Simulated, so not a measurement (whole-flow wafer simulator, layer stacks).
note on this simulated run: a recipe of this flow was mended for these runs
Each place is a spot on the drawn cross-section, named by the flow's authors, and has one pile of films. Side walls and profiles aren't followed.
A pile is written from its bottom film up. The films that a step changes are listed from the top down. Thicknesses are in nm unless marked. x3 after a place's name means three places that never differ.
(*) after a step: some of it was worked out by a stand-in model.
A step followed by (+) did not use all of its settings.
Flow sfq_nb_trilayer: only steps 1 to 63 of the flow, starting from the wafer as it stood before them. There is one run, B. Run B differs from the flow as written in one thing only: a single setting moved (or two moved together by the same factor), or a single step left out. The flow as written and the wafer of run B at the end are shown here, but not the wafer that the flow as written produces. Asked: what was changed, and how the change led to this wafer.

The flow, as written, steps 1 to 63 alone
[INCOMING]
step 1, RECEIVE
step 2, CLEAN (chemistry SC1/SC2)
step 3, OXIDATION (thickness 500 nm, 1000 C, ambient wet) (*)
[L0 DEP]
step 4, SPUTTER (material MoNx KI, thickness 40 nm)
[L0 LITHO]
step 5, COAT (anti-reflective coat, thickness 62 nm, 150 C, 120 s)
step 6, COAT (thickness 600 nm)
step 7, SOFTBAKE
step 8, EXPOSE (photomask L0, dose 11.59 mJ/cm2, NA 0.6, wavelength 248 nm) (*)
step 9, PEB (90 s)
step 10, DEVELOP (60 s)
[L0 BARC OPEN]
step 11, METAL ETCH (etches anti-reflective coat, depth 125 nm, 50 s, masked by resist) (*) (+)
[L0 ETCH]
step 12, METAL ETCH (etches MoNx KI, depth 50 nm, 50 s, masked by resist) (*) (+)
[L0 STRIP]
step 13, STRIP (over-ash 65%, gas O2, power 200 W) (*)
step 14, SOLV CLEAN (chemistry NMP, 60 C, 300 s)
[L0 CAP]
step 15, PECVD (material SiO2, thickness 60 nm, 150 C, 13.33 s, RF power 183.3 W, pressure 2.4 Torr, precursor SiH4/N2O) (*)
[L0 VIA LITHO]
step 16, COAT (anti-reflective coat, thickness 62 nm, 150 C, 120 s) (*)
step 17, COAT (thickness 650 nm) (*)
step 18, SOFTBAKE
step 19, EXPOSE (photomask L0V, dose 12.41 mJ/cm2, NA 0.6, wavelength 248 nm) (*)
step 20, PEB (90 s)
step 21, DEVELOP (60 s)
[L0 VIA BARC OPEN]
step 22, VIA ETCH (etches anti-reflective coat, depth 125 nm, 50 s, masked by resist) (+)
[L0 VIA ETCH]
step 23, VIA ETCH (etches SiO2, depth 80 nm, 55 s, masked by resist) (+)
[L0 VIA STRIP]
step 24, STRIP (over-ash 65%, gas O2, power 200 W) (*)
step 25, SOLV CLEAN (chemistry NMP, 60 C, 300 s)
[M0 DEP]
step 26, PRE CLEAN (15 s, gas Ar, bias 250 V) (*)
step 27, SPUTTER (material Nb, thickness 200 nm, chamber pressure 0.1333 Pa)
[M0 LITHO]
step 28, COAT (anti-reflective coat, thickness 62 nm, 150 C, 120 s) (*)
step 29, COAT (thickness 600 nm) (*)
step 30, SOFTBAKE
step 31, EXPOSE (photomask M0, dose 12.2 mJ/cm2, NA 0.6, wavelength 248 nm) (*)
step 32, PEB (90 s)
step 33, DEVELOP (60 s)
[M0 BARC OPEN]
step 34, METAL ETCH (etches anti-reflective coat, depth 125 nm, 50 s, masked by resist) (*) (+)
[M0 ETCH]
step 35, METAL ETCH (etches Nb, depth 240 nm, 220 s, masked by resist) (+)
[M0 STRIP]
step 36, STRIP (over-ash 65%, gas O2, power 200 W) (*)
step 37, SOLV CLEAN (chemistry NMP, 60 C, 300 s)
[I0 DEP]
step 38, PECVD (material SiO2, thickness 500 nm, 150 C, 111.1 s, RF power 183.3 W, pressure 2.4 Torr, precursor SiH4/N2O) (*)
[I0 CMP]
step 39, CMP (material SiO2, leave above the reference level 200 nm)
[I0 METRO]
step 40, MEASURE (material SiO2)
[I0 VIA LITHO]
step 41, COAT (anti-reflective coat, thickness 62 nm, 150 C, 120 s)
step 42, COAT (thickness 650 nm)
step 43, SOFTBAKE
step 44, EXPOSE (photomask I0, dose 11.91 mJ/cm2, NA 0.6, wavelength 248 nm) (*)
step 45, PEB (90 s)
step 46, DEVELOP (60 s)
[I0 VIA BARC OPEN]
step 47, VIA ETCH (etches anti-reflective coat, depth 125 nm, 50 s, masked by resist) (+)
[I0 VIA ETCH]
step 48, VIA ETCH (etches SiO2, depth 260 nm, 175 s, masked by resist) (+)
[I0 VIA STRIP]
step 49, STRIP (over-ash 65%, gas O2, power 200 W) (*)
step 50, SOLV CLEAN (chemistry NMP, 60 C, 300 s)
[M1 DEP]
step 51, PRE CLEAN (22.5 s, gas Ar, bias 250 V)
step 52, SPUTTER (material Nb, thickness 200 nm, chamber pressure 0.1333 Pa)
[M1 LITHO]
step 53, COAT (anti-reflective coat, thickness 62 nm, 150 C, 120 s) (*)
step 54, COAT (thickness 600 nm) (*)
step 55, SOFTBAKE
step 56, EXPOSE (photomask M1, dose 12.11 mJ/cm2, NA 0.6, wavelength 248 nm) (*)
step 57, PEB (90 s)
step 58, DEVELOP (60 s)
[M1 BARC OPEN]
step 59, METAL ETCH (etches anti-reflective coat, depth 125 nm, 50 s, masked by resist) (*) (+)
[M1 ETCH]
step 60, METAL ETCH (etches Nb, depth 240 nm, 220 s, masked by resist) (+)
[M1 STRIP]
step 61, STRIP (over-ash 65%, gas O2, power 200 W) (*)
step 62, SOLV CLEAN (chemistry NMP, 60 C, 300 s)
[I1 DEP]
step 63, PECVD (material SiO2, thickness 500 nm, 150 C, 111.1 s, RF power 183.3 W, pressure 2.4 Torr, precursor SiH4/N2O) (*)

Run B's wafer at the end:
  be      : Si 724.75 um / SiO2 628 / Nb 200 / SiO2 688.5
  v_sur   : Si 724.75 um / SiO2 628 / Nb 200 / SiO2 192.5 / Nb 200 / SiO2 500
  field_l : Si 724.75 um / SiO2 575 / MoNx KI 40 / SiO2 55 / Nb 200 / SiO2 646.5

The reason: step 3, OXIDATION: thickness 575 nm was run, whereas the flow has thickness 500 nm.
The wafer lets one read it off: field_l has SiO2 575, and step 3 as written asks for 500 nm.

How this came from the change, step by step:
  step 3, OXIDATION (thickness 500 nm, 1000 C, ambient wet) (*)
      field_l, v_sur, via_wl and 103 more: +575 SiO2 (new film), -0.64 chemical SiO2 (all of it), -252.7 Si (it would be, as written: +500 SiO2 (new film), -0.64 chemical SiO2 (all of it), -219.7 Si)
